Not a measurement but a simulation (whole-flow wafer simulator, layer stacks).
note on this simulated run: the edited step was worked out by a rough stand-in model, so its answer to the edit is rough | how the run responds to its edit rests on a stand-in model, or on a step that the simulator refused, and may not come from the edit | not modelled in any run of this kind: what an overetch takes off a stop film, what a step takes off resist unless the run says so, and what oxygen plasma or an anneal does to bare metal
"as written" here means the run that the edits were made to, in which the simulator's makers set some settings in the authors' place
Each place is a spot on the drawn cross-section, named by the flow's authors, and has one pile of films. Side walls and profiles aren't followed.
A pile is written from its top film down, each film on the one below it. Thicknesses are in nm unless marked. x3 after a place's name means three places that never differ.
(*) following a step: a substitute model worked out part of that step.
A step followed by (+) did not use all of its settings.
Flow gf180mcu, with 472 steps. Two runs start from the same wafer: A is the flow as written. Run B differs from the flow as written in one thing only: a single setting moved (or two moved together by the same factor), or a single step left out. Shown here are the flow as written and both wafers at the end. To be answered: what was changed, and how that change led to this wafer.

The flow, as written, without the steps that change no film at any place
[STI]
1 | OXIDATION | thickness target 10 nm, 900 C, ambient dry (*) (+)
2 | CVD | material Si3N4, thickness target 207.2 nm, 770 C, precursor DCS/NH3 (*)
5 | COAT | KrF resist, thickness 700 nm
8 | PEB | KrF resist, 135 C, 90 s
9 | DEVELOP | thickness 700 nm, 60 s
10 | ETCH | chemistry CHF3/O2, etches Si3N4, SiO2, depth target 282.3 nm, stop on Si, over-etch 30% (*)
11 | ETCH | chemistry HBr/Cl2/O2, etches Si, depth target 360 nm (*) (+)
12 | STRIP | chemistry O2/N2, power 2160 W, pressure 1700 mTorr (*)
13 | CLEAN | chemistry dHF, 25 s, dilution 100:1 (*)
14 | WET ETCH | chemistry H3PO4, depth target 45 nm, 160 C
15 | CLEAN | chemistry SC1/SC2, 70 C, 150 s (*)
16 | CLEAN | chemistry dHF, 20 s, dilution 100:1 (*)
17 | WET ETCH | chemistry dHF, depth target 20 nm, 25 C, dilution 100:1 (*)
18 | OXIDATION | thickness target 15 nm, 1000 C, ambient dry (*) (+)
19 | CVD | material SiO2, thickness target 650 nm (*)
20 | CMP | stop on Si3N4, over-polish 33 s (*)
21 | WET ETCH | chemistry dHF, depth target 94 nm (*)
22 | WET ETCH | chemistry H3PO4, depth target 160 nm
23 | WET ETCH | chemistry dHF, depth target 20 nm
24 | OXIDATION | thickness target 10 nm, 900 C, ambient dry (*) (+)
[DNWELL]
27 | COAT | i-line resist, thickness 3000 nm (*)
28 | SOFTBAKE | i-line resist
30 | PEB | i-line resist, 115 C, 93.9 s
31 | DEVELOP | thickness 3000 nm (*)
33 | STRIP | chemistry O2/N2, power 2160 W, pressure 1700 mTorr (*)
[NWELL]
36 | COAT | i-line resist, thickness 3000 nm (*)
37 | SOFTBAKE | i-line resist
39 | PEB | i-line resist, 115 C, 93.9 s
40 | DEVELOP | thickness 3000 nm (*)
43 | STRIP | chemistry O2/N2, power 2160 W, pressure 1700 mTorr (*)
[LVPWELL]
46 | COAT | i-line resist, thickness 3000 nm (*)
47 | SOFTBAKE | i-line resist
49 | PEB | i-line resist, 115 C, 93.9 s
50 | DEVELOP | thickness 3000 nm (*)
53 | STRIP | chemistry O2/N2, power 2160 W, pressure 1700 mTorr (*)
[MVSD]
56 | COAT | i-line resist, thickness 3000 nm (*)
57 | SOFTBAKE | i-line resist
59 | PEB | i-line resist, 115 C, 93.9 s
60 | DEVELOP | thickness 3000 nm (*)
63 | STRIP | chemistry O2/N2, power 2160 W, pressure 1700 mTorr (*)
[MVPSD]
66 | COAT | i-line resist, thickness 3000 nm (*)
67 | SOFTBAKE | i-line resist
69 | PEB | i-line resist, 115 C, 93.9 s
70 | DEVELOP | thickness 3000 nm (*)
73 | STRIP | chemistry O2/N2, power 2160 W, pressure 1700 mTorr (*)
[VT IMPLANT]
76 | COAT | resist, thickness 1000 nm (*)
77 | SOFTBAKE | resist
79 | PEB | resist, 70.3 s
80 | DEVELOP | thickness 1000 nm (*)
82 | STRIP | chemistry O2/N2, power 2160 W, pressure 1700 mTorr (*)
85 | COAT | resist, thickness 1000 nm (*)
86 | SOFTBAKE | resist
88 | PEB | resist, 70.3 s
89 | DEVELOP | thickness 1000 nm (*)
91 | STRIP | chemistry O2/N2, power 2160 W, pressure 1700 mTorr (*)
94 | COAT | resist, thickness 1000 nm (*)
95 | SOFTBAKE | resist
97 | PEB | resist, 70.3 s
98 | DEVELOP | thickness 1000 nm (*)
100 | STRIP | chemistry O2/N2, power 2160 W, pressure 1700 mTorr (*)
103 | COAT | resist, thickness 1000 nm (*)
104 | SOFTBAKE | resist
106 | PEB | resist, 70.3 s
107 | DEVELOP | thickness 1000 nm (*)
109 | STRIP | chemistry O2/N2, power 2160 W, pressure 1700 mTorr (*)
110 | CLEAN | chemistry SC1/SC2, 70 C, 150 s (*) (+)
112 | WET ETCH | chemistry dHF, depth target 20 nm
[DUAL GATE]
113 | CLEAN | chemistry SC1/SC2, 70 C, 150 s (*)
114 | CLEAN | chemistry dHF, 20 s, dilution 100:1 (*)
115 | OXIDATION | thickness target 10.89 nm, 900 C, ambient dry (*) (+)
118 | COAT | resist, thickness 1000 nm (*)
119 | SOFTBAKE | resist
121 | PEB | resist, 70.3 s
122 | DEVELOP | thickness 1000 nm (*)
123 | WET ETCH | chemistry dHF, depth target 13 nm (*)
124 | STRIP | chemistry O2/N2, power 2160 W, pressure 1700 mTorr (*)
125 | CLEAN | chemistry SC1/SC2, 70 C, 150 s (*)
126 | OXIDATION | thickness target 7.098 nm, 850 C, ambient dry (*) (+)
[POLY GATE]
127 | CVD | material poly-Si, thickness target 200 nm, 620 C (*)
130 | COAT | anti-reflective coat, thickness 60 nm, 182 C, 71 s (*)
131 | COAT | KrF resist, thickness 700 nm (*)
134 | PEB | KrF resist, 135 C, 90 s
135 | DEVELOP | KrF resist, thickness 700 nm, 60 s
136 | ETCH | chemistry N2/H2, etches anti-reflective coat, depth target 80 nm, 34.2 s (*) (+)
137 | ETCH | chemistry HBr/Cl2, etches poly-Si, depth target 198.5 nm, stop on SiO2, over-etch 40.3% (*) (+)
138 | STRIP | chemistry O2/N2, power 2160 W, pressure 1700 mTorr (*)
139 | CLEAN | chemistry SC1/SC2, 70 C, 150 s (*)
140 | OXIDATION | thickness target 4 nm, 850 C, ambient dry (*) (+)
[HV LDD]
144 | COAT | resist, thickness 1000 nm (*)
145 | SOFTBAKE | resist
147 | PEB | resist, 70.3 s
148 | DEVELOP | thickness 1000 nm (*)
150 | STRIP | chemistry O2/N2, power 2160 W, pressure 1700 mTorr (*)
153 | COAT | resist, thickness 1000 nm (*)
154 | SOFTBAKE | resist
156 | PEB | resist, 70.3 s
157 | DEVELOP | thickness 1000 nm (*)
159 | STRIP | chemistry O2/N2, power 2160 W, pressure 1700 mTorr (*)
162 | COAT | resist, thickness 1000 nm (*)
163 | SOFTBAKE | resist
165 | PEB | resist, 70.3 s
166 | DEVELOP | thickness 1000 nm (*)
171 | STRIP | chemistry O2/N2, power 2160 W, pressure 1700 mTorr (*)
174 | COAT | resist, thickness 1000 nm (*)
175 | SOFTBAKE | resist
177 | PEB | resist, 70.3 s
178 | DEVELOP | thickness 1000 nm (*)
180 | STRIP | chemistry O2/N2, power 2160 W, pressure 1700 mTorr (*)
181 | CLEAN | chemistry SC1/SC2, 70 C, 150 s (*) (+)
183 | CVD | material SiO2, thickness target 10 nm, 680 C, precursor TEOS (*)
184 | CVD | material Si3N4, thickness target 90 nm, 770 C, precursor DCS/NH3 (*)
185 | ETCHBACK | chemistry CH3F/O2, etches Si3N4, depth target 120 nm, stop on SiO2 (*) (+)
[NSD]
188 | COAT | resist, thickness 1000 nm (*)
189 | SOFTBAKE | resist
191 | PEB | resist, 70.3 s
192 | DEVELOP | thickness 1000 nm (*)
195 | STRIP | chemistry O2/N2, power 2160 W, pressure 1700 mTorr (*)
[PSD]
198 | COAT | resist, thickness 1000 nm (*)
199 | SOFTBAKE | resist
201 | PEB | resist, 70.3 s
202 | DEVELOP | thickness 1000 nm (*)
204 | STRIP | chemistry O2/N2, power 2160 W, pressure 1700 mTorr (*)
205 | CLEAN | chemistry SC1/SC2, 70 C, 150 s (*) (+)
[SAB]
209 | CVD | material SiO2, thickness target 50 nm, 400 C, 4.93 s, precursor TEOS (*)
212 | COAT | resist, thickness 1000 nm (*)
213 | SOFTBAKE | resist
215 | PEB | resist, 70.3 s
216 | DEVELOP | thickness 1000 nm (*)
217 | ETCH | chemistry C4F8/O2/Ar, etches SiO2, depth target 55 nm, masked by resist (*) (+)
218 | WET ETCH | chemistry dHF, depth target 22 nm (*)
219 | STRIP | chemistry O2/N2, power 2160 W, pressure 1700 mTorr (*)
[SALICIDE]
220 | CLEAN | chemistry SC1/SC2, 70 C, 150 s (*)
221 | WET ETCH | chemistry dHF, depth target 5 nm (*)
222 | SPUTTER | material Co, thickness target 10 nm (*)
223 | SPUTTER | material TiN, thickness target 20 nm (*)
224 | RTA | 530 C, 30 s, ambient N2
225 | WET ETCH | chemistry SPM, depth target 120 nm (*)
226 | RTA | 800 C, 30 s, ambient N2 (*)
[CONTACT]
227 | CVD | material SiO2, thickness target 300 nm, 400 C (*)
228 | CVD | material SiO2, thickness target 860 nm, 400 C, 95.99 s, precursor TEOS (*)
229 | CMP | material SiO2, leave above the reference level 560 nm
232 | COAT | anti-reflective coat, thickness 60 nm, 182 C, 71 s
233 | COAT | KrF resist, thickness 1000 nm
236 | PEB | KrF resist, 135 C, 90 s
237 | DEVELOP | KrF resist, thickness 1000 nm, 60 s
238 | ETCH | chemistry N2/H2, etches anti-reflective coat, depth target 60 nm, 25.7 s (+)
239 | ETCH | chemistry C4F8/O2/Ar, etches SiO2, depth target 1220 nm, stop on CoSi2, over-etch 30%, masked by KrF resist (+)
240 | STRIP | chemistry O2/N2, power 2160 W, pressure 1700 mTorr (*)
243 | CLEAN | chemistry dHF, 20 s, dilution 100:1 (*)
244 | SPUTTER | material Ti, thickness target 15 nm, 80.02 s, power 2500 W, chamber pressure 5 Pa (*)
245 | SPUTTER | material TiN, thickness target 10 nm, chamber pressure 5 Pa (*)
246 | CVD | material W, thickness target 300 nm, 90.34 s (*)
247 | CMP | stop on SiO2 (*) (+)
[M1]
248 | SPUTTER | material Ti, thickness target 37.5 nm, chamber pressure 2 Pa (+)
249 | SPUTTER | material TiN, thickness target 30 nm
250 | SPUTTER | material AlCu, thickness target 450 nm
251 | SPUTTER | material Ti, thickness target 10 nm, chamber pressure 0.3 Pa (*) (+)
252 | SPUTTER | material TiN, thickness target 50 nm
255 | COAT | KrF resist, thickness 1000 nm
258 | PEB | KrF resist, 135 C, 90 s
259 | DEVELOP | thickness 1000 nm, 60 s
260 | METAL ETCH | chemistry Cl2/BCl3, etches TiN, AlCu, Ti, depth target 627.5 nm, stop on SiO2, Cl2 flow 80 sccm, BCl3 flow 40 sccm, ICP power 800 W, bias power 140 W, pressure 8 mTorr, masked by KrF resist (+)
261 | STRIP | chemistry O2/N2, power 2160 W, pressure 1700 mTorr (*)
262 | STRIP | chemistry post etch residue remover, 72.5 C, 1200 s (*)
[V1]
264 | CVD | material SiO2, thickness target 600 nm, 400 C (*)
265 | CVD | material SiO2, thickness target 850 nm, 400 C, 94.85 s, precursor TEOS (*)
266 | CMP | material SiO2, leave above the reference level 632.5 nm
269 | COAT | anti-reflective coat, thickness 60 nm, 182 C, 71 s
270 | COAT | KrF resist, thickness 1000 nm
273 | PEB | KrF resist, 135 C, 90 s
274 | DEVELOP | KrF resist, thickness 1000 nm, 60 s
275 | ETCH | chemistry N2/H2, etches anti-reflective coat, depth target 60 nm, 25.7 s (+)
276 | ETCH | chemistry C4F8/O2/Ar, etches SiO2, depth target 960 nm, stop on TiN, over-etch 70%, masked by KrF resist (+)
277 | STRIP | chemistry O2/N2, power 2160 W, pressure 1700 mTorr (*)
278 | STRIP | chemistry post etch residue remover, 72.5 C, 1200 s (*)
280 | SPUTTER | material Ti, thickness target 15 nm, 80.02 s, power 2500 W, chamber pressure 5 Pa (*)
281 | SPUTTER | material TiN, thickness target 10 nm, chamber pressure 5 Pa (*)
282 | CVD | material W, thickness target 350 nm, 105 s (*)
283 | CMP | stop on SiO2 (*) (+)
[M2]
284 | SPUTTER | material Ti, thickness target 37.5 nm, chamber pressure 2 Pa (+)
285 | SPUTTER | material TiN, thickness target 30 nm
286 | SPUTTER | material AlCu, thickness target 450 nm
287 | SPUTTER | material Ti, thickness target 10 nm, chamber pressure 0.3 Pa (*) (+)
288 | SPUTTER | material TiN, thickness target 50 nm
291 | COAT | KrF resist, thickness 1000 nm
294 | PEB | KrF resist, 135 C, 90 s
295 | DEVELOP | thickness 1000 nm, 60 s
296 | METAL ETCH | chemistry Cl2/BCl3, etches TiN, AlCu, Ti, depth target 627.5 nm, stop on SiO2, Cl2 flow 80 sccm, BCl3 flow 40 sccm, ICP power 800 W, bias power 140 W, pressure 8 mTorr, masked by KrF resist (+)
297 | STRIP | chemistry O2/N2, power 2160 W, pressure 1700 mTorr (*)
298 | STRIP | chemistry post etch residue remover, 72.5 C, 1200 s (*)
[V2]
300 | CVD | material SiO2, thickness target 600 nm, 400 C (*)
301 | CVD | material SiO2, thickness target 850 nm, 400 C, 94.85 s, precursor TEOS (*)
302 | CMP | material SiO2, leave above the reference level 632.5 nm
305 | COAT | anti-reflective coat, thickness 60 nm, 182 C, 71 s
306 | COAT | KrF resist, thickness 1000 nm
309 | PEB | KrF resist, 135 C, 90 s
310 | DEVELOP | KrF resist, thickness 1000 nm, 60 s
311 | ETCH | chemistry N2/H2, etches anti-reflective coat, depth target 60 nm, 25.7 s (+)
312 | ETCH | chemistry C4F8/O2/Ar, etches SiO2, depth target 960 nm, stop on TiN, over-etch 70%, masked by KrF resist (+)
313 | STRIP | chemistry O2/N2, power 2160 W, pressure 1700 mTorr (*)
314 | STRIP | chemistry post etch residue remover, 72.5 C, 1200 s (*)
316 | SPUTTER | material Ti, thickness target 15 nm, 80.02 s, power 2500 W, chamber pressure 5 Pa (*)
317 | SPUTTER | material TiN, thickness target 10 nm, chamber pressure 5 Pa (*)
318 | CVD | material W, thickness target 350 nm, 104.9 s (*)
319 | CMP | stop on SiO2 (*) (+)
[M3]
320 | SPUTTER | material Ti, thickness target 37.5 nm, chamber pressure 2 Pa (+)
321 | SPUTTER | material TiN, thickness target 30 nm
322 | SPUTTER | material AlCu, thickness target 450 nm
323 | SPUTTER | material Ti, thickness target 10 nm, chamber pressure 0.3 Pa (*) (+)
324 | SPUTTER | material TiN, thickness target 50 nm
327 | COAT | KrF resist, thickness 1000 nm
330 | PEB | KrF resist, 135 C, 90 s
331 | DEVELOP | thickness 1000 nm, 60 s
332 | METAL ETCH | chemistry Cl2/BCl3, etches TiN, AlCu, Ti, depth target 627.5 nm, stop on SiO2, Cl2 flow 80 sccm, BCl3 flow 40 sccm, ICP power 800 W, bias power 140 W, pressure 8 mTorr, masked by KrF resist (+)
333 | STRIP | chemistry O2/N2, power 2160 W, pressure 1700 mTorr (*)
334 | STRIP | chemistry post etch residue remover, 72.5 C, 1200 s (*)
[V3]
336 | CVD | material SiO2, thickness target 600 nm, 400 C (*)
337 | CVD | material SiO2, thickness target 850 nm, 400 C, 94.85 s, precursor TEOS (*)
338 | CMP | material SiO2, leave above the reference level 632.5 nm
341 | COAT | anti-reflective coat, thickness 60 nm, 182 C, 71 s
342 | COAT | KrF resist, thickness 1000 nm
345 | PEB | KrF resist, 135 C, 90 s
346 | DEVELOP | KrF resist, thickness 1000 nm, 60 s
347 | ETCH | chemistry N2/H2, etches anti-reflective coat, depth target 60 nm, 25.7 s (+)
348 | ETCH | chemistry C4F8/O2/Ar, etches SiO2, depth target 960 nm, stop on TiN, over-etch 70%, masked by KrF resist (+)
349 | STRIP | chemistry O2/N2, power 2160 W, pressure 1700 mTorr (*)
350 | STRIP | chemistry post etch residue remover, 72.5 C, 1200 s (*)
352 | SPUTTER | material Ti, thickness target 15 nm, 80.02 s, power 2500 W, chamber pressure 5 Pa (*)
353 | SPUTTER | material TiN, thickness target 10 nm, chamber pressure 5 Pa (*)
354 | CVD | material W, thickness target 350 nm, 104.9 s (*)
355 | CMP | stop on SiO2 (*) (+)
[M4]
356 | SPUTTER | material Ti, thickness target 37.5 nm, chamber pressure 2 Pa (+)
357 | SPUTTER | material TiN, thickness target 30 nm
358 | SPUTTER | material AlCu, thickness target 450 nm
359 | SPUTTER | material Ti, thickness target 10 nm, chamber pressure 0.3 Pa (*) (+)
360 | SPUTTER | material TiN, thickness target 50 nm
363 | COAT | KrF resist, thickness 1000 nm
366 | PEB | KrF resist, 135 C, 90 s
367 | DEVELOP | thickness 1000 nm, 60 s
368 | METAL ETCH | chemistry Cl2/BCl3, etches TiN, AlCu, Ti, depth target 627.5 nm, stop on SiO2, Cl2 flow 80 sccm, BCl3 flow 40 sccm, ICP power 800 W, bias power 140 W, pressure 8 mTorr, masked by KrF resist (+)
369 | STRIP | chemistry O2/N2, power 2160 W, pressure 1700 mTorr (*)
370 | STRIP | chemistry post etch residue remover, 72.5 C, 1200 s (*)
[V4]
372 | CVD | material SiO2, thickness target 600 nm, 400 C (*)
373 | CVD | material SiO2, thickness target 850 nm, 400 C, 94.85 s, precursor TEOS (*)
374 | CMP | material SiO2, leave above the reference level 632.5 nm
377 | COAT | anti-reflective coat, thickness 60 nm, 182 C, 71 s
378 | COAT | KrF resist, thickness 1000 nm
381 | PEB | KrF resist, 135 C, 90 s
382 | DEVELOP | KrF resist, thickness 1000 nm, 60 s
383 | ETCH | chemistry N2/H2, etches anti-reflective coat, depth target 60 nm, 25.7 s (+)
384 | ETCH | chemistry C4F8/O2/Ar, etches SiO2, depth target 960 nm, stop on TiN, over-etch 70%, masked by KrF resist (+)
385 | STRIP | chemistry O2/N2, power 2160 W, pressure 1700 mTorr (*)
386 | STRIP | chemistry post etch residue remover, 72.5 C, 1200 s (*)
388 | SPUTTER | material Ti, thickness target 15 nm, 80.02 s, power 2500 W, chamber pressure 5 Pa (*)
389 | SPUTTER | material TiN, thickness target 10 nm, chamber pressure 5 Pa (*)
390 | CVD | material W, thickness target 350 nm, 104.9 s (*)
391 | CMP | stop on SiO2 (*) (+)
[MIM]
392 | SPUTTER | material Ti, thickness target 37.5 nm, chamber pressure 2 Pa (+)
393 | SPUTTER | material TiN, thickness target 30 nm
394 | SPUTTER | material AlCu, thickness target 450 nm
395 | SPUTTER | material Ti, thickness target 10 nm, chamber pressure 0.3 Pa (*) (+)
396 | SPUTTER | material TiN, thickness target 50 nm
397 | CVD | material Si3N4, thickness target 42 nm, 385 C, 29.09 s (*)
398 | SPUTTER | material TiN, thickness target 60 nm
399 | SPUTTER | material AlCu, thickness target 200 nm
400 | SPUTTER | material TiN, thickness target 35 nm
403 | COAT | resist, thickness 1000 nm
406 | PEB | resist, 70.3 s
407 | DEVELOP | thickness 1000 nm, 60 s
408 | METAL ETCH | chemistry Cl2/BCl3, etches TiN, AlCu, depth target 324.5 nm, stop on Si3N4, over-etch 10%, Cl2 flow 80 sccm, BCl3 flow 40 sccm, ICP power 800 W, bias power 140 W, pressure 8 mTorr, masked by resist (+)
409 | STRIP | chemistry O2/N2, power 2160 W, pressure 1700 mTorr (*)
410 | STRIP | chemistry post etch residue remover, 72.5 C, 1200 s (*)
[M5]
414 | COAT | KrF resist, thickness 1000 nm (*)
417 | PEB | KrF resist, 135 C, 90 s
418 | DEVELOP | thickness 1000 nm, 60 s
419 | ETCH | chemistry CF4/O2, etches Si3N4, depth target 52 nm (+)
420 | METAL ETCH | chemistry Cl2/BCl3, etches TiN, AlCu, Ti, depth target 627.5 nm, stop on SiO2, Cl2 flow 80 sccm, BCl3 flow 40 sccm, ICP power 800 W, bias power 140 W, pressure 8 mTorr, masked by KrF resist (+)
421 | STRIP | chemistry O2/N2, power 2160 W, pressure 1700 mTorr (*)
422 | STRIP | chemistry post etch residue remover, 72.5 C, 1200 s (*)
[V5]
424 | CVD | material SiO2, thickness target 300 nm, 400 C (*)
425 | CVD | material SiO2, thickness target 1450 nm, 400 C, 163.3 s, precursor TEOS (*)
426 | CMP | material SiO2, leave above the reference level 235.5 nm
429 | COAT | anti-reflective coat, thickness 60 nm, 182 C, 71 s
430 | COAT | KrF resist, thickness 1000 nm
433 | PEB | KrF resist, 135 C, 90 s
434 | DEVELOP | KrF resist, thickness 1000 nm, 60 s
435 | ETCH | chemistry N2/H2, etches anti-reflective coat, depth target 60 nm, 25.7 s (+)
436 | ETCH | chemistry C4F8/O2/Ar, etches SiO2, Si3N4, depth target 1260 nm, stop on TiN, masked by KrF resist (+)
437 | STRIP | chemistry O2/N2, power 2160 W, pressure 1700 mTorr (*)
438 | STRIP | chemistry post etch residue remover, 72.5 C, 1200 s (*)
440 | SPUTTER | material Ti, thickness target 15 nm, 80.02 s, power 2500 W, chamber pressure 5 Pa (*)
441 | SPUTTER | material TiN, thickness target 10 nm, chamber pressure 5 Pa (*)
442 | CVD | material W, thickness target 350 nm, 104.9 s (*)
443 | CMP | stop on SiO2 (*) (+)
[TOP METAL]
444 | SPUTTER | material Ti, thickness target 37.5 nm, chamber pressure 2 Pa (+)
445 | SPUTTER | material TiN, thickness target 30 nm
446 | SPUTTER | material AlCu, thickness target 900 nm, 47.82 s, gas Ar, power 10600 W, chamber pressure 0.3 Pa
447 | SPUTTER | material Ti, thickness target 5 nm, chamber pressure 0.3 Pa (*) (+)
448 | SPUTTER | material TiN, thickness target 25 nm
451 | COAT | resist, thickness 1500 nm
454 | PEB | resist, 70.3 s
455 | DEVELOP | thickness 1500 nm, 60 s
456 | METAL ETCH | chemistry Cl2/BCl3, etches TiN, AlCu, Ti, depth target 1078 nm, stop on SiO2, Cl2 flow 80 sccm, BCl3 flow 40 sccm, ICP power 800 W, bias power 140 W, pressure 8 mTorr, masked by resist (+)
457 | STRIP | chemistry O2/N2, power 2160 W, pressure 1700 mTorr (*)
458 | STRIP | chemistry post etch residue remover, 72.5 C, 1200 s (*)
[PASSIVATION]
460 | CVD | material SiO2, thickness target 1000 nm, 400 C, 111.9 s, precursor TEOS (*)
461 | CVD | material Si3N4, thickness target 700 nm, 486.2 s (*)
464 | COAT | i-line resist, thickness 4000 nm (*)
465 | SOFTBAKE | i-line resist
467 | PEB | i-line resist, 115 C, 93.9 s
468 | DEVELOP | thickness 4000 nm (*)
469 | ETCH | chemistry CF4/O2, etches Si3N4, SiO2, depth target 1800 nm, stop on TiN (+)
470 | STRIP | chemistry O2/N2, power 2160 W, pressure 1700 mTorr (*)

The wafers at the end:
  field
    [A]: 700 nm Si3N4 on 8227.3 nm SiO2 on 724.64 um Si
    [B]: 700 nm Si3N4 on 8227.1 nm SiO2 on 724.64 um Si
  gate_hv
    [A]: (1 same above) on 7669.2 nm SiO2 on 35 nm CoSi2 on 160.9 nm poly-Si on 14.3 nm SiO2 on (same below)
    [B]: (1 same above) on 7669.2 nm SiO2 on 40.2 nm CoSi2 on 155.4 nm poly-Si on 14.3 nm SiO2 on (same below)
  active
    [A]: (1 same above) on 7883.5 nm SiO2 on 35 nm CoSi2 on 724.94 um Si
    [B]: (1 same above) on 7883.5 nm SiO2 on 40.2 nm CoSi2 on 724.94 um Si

The reason: step 222, SPUTTER: thickness target 11.5 nm was run, whereas the flow has thickness target 10 nm.

Step by step, how the change led to this:
  222 | SPUTTER | material Co, thickness target 10 nm (*)
      field, field__w7, field__w8 and 72 more: A Co gains 10 (new film) | B Co gains 11.5 (new film)
      field__w6, field_sub, field_sub__w2: A Co gains 9.95 (new film) | B Co gains 11.4 (new film)
      (and at 33 other places as well)
  223 | SPUTTER | material TiN, thickness target 20 nm (*)
      field__w12: A TiN gains 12 (new film) | B TiN gains 12.6 (new film)
  224 | RTA | 530 C, 30 s, ambient N2
      gate, gate_hv, gate_p and 22 more: A under 1 film: CoSi gains 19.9 (new film), Co loses 10 (all of it), poly-Si loses 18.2 | B under 1 film: CoSi gains 22.9 (new film), Co loses 11.5 (all of it), poly-Si loses 20.9
      active, p_well, sd_n and 11 more: A under 1 film: CoSi gains 19.9 (new film), Co loses 10 (all of it), Si loses 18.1 | B under 1 film: CoSi gains 22.9 (new film), Co loses 11.5 (all of it), Si loses 20.9
      (and at 10 other places as well)
  225 | WET ETCH | chemistry SPM, depth target 120 nm (*)
      field, field__w7, field__w8 and 32 more: A TiN loses 20 (all of it), Co loses 10 (all of it) | B TiN loses 20 (all of it), Co loses 11.5 (all of it)
      field__w9, nw_enc_fld_lv__w3: A TiN loses 19.1 (all of it), Co loses 9.6 (all of it) | B TiN loses 19.1 (all of it), Co loses 11 (all of it)
      (and at 25 other places as well)
  226 | RTA | 800 C, 30 s, ambient N2 (*)
      gate, gate_hv, gate_p and 22 more: A CoSi2 gains 35 (new film), CoSi loses 19.9 (all of it), poly-Si loses 18.2 | B CoSi2 gains 40.2 (new film), CoSi loses 22.9 (all of it), poly-Si loses 20.9
      active, p_well, sd_n and 11 more: A CoSi2 gains 35 (new film), CoSi loses 19.9 (all of it), Si loses 18.1 | B CoSi2 gains 40.2 (new film), CoSi loses 22.9 (all of it), Si loses 20.9
      (and at 10 other places as well)
